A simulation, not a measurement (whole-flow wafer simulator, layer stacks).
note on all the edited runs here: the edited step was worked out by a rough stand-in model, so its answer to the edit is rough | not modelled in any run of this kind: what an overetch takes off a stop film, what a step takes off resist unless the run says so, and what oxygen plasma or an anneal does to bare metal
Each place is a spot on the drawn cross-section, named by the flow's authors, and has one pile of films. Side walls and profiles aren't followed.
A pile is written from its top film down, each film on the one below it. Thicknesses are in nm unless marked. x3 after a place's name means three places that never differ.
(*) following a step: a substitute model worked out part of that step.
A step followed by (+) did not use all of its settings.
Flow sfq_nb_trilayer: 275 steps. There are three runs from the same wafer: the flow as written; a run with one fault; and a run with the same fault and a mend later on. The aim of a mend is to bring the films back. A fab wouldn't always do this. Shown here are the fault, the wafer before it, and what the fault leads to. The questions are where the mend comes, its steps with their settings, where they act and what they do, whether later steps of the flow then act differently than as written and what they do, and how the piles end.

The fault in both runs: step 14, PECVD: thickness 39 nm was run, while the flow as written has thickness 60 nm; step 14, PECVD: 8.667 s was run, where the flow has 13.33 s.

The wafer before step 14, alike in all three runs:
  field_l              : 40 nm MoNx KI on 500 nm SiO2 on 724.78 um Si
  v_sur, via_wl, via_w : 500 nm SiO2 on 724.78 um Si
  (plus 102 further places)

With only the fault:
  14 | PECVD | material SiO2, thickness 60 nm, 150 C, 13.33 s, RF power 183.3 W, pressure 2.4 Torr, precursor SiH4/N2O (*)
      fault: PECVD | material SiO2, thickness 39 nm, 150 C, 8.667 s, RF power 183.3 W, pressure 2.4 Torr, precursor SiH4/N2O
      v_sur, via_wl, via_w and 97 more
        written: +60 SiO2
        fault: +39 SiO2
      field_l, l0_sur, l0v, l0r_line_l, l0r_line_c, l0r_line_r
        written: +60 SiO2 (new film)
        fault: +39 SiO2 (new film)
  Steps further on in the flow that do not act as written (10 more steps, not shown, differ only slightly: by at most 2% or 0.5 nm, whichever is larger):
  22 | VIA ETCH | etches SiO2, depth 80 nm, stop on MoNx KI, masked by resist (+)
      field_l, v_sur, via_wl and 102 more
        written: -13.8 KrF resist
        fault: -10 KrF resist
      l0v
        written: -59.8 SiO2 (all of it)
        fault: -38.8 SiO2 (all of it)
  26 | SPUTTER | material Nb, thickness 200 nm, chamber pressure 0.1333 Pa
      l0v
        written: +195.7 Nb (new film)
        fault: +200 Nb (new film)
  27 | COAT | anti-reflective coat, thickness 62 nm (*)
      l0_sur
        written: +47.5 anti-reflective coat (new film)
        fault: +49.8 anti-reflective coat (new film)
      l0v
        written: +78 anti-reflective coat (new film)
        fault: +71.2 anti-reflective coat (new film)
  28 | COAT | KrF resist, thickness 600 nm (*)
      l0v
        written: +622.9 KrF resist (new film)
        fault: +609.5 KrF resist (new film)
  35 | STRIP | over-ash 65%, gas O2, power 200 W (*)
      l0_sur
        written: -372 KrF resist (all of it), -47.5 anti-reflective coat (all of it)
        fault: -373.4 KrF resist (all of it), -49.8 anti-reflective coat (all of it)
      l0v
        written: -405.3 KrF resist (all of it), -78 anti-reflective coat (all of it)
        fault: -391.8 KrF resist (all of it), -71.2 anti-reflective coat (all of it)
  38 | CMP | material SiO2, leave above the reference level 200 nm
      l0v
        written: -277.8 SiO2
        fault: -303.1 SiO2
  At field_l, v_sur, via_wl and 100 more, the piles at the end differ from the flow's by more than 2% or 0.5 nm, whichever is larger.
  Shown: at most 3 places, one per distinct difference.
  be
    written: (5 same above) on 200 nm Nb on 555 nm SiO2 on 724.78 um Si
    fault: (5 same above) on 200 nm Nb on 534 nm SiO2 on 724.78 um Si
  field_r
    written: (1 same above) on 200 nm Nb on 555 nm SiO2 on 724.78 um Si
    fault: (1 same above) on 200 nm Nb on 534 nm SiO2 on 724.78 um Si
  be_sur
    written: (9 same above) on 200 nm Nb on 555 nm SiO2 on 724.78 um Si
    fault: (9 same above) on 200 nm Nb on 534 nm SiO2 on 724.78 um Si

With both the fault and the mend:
  The mend stands after step 14.
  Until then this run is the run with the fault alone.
  14a | PECVD | material SiO2, thickness 21 nm, 150 C, 4.667 s, RF power 183.3 W, pressure 2.4 Torr, precursor SiH4/N2O (the flow's step 14 again, with other settings)
      field_l, v_sur, via_wl and 103 more
        +21 SiO2
  Every later step of the flow that is run acts as written, at every place that is followed, to within 2% or 0.5 nm, whichever is larger.
  By the end, the piles equal the flow's at every place that both follow.
